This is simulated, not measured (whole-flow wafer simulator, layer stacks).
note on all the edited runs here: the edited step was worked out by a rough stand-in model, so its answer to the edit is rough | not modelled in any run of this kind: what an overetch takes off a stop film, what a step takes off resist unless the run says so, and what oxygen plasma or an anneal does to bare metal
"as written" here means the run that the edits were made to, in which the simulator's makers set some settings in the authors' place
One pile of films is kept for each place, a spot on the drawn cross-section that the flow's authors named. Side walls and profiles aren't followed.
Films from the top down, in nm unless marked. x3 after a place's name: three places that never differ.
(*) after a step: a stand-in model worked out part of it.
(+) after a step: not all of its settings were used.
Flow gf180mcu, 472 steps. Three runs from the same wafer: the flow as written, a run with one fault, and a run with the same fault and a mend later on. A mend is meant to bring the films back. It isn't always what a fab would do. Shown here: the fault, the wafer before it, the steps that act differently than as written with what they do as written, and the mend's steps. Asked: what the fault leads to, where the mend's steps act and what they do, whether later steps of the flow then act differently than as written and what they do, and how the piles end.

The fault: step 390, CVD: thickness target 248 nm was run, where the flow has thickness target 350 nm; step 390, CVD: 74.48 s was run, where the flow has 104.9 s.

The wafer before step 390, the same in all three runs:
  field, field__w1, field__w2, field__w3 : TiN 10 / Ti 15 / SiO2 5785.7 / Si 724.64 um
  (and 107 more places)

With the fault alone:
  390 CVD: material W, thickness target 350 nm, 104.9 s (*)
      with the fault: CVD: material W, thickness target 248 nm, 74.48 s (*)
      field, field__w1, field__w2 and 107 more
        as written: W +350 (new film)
        with the fault: W +249.4 (new film)
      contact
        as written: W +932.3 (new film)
        with the fault: W +831.7 (new film)
  Later steps of the flow that act differently than as written:
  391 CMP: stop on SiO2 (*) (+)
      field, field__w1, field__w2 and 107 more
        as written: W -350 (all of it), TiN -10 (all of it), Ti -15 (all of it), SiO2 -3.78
        with the fault: W -249.4 (all of it), TiN -10 (all of it), Ti -15 (all of it), SiO2 -2.77
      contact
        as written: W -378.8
        with the fault: W -277.1
  At the end the piles differ from the flow's only slightly at the places that both follow, by at most 2% or 0.5 nm, whichever is larger.

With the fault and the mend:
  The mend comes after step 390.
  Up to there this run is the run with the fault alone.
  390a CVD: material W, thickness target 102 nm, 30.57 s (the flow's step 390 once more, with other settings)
      field, field__w1, field__w2 and 108 more
        W +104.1
  No later step of the flow acts differently than as written, at any place that is followed, by more than 2% or 0.5 nm, whichever is larger.
  At the end the piles differ from the flow's only slightly at the places that both follow, by at most 2% or 0.5 nm, whichever is larger.
